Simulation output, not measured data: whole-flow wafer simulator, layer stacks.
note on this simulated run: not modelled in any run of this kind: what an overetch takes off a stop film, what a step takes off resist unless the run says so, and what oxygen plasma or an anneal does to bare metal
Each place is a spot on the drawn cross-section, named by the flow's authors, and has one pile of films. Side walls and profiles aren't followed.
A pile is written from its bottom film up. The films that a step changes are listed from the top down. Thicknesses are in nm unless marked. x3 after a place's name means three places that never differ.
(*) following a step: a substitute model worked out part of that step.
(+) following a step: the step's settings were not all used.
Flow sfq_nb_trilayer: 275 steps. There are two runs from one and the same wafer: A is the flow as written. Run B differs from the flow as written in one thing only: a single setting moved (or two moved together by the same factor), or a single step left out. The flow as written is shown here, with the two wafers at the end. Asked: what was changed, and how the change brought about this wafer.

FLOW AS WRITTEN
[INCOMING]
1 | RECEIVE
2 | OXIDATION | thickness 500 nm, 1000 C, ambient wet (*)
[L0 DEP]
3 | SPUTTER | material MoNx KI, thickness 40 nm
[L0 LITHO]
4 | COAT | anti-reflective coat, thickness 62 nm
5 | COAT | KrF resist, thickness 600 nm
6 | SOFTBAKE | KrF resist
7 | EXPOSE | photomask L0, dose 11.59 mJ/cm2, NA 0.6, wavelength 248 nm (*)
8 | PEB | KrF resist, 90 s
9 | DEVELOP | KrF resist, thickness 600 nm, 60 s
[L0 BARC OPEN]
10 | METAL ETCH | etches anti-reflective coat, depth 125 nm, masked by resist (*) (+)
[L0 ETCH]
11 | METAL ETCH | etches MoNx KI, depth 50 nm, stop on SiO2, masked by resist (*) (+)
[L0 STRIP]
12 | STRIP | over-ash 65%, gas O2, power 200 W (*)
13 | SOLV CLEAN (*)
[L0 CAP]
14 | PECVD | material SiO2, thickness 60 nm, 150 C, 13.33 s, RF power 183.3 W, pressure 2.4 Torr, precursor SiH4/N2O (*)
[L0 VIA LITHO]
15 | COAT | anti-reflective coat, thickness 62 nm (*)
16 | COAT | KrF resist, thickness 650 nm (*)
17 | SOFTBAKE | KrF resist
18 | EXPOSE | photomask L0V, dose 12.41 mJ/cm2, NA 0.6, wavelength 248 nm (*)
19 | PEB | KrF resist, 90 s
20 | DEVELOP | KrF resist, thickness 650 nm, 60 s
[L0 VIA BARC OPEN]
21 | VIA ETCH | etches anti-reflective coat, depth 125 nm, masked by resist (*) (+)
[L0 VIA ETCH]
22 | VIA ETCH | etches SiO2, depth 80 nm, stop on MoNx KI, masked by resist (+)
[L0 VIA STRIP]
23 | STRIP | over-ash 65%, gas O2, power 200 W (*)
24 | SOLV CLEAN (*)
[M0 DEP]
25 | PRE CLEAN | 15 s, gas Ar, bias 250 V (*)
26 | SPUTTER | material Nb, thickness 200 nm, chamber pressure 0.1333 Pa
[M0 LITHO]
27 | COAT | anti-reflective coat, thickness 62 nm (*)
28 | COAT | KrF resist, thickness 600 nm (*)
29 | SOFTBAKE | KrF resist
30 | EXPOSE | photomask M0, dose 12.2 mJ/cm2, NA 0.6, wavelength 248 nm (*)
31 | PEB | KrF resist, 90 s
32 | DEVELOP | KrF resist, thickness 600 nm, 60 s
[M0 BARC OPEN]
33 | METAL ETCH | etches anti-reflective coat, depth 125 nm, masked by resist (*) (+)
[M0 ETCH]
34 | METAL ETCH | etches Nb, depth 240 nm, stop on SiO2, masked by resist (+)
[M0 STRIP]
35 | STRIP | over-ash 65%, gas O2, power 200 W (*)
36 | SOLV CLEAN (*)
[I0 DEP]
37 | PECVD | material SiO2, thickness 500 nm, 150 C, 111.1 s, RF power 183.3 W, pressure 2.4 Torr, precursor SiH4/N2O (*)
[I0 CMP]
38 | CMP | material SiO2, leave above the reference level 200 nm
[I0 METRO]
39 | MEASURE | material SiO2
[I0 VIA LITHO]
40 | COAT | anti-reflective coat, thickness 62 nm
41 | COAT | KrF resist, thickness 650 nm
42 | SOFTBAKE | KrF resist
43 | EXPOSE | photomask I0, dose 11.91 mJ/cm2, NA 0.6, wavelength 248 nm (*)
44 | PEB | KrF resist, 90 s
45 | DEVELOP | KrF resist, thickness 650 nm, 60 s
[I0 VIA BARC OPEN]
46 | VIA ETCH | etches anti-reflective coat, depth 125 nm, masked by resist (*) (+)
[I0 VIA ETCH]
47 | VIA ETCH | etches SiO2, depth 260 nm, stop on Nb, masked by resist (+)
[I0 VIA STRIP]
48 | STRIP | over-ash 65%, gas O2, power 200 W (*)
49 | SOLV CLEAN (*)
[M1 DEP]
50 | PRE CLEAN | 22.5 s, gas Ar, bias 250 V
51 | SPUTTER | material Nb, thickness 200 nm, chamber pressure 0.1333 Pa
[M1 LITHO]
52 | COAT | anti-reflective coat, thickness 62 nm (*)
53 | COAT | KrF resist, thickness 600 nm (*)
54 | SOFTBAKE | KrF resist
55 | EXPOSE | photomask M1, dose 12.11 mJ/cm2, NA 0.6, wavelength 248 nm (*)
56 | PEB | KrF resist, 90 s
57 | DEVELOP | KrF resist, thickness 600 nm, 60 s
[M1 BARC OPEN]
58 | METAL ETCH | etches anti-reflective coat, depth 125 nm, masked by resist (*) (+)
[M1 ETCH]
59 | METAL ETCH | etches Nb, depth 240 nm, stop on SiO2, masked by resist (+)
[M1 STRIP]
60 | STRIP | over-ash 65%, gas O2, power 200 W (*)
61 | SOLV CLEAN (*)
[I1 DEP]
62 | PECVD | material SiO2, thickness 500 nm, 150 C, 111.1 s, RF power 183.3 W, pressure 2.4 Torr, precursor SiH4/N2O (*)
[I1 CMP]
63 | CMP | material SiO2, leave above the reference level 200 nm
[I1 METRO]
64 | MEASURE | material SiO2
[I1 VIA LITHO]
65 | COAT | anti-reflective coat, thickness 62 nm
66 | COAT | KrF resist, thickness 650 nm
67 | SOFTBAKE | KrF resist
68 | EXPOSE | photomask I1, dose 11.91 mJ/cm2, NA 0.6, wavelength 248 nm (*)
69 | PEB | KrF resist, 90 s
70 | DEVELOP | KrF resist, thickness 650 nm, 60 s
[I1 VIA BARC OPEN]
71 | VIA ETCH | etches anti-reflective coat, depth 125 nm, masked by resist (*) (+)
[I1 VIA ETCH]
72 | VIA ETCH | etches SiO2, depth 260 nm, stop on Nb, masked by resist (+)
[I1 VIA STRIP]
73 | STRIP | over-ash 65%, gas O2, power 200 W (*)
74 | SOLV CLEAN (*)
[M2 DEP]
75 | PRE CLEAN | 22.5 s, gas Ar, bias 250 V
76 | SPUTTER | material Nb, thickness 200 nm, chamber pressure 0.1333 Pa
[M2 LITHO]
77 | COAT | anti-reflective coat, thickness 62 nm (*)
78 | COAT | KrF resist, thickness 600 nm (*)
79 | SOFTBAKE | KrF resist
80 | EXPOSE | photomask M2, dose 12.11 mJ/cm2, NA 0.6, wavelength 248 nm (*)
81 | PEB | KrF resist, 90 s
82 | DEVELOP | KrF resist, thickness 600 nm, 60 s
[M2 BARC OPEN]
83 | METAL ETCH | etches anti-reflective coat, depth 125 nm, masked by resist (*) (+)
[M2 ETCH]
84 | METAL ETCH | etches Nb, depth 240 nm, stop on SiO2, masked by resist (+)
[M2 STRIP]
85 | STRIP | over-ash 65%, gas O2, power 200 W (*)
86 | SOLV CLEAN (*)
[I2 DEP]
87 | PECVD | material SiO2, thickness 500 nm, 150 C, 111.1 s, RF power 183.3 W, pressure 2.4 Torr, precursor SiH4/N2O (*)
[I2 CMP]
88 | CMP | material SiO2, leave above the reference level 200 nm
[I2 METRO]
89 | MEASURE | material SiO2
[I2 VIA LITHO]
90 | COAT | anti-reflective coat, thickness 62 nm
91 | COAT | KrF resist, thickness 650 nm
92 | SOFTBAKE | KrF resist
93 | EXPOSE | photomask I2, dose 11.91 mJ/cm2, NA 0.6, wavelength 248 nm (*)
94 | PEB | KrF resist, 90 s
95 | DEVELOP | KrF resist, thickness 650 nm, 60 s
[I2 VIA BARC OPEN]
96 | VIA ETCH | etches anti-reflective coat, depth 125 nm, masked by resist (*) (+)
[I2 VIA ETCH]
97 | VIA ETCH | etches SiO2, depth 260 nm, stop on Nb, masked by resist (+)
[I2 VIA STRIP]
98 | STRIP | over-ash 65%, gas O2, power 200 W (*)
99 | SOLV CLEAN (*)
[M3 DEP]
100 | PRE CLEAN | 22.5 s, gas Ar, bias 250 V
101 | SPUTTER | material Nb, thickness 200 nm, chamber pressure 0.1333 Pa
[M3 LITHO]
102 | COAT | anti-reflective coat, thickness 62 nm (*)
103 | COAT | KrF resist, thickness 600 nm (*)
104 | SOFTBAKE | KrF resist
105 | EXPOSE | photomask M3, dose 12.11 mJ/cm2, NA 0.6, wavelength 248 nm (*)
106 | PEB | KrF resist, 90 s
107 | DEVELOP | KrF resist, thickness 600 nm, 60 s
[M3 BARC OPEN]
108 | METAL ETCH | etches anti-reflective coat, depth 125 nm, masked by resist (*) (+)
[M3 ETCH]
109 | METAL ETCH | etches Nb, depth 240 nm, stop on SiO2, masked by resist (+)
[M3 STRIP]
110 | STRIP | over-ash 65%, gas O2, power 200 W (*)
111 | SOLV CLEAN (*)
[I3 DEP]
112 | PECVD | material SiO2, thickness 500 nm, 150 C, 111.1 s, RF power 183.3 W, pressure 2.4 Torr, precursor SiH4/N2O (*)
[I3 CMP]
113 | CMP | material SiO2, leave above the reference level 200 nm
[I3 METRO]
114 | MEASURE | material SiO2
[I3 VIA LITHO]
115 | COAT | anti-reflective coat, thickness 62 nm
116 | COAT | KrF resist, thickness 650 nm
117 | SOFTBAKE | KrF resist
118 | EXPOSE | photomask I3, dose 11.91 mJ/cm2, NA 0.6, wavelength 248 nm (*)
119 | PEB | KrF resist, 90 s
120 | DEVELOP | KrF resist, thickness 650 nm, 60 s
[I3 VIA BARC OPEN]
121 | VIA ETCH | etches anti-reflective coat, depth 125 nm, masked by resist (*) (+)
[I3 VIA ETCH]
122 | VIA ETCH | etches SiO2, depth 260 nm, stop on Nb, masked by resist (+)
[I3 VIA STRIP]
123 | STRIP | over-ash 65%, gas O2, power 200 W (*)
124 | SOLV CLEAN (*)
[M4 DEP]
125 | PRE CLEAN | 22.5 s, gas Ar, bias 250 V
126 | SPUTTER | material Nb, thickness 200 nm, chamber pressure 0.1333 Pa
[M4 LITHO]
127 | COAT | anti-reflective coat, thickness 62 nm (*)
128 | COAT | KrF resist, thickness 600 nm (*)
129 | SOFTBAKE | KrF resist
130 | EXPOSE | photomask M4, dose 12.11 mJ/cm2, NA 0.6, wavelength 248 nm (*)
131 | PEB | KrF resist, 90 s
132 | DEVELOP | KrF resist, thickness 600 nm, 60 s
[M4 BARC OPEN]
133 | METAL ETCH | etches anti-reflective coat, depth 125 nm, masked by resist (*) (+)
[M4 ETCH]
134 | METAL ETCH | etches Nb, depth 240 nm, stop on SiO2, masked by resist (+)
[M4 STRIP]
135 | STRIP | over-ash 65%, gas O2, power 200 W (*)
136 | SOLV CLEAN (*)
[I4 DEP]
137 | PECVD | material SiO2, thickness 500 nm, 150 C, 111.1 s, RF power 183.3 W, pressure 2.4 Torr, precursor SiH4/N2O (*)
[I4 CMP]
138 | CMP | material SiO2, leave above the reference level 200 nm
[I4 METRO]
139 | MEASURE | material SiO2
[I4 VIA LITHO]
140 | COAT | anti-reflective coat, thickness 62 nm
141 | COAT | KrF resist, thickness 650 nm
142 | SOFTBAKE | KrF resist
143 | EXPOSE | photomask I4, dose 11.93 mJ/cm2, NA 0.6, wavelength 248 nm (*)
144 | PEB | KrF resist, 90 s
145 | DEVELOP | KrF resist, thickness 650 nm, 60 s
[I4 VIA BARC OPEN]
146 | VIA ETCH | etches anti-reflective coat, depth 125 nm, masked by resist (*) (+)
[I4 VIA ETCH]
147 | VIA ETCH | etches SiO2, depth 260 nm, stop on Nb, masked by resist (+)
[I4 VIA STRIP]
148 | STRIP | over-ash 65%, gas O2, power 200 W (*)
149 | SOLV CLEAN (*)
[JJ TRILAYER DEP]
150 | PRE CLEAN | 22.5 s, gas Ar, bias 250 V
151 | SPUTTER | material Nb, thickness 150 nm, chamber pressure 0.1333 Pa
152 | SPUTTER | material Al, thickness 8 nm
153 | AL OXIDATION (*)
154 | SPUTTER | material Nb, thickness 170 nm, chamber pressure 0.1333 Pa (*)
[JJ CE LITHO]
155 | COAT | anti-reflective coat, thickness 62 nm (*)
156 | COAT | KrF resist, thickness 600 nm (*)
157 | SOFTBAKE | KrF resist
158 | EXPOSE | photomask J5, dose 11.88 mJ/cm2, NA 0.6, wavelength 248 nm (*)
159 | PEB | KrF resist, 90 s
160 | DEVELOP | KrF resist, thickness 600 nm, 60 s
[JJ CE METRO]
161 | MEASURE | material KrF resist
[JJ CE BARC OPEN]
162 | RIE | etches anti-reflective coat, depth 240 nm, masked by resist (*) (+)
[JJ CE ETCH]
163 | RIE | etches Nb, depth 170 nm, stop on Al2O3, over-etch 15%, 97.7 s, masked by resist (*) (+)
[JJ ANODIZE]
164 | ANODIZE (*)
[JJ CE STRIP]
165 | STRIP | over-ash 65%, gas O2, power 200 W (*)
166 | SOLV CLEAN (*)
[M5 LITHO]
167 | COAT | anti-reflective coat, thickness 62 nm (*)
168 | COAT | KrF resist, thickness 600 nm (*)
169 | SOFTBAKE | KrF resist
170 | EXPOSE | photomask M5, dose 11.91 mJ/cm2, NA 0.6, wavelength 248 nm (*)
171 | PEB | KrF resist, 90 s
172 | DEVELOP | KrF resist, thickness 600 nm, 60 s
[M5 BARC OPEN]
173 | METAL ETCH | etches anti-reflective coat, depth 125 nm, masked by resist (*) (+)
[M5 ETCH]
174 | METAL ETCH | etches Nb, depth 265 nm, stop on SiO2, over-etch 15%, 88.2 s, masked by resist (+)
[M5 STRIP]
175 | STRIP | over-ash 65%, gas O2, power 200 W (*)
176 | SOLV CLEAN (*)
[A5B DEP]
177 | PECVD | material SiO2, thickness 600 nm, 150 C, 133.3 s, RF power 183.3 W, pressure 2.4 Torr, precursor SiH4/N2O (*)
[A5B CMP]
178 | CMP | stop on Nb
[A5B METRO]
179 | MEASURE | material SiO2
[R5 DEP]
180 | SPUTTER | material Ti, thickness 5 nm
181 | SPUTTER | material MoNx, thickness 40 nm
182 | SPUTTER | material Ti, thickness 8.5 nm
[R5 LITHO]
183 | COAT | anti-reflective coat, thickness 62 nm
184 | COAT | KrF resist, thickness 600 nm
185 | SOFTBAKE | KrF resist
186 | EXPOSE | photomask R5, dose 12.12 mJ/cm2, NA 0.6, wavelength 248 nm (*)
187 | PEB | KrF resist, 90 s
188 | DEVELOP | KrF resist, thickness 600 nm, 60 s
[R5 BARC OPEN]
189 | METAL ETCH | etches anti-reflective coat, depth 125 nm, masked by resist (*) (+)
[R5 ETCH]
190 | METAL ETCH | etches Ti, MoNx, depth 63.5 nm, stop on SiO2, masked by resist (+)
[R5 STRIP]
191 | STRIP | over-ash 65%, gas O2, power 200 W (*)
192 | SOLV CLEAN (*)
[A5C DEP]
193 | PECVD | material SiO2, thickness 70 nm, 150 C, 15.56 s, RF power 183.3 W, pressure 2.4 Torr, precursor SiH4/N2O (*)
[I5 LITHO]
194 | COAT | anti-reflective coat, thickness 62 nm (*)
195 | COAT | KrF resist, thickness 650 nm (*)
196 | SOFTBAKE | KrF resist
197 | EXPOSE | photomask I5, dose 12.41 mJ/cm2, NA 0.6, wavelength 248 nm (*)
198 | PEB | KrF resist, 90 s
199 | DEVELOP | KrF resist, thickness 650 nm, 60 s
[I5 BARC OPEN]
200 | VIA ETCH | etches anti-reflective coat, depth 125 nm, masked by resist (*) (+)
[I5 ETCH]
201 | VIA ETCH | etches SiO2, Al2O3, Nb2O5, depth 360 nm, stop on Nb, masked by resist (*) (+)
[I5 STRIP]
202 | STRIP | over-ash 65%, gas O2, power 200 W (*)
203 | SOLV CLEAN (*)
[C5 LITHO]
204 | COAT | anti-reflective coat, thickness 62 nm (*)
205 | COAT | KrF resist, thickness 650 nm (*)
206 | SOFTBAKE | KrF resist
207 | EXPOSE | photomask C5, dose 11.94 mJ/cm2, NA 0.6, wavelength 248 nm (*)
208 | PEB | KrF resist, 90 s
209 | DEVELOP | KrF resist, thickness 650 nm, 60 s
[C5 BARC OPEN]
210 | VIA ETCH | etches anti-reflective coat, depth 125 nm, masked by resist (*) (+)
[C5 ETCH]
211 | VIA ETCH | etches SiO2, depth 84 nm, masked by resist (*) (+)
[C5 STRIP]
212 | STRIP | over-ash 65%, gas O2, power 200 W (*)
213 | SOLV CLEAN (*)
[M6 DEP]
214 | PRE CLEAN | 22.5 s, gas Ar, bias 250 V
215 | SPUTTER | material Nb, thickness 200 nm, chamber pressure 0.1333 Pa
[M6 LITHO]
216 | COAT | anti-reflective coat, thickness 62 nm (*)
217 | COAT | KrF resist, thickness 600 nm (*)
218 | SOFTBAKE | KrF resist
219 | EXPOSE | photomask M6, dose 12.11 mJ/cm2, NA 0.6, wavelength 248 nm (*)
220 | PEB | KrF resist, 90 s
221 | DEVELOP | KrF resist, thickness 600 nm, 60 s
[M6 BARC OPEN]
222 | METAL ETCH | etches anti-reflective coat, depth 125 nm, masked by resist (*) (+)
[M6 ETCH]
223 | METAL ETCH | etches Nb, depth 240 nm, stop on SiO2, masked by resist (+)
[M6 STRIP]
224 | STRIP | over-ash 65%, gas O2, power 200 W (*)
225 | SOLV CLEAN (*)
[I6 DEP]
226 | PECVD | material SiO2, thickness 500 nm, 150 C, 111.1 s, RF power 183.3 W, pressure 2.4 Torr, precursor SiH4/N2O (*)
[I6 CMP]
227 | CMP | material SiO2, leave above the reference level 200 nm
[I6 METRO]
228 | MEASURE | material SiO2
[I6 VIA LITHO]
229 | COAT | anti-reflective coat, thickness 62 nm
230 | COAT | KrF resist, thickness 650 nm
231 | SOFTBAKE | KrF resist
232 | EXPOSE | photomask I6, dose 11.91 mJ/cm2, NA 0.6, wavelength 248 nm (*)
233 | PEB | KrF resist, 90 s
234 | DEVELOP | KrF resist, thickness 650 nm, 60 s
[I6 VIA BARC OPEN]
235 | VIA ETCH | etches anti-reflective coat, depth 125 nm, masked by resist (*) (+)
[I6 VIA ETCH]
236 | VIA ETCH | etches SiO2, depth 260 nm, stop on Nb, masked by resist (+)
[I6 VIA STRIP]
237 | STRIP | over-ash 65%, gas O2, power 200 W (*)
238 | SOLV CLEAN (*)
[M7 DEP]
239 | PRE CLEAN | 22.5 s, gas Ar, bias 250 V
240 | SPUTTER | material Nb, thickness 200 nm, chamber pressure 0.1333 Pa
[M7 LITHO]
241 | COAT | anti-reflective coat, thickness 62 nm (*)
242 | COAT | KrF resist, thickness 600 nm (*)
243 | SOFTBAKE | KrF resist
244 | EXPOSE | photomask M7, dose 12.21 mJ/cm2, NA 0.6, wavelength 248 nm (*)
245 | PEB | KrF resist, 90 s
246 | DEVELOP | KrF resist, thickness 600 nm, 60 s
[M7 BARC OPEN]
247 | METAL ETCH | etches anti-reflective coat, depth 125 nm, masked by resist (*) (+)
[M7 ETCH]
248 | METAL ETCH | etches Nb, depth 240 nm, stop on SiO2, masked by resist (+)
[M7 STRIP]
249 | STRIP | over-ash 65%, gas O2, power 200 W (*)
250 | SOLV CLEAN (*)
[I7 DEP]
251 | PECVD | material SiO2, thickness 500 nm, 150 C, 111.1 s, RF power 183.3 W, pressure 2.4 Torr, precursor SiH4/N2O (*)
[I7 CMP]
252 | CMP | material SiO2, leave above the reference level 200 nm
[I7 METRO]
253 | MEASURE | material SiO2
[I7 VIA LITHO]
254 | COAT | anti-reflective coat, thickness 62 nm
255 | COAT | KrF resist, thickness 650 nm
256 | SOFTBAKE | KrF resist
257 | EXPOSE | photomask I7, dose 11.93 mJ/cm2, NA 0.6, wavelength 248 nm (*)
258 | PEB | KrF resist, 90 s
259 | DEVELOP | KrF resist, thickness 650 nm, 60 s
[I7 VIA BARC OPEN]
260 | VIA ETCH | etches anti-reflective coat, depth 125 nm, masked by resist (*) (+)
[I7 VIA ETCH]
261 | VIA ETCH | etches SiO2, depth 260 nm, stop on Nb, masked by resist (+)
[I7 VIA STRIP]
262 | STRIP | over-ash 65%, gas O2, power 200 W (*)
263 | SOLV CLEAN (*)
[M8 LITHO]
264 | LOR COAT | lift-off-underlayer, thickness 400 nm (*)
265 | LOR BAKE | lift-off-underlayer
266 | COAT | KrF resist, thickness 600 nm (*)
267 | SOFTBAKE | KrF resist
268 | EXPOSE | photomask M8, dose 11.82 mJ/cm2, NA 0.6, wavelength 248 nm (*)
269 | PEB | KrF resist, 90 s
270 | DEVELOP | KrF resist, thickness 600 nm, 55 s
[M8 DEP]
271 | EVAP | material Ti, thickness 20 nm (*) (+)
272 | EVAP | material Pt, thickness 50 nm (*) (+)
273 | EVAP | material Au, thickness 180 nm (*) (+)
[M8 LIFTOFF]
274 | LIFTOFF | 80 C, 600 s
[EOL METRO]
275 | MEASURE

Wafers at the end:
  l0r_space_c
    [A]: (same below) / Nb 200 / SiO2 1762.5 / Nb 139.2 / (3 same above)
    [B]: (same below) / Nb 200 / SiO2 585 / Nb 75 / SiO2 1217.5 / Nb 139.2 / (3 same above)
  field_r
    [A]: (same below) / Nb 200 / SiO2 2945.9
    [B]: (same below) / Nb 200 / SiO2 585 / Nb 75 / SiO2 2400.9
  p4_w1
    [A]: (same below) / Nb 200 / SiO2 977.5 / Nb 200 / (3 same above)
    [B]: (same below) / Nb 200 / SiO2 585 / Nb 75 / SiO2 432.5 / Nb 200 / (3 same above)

What caused this: step 76, SPUTTER: thickness 315 nm was run, though the flow has thickness 200 nm.

How this came from the change, step by step:
  76 | SPUTTER | material Nb, thickness 200 nm, chamber pressure 0.1333 Pa
      field_l, v_sur, via_wl and 102 more: A +200 Nb (new film) | B +315 Nb (new film)
      via_v: A +174.5 Nb | B +276.8 Nb
  84 | METAL ETCH | etches Nb, depth 240 nm, stop on SiO2, masked by resist (+)
      field_l, be, be_sur and 81 more: A -200 Nb (all of it) | B -240 Nb
  87 | PECVD | material SiO2, thickness 500 nm, 150 C, 111.1 s, RF power 183.3 W, pressure 2.4 Torr, precursor SiH4/N2O (*)
      field_l, be, be_sur and 81 more: A +500 SiO2 | B +500 SiO2 (new film)
  88 | CMP | material SiO2, leave above the reference level 200 nm
      field_l, be, be_sur and 81 more: A -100 SiO2 | B -60 SiO2
      via_v: A -181.6 SiO2 | B -157.1 SiO2
Taking metal films that touch as one body, l0r_space_c has 3 bodies (between them, from the top down: SiO2 1217.5; SiO2 585); the flow as written gives 2 bodies (between them, from the top down: SiO2 1762.5).
Taking metal films that touch as one body, field_r has 2 bodies (between them, from the top down: SiO2 585); the flow as written gives 1 body.
Taking metal films that touch as one body, p4_w1 has 4 bodies (between them, from the top down: SiO2 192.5; SiO2 432.5; SiO2 585); the flow as written gives 3 bodies (between them, from the top down: SiO2 192.5; SiO2 977.5).
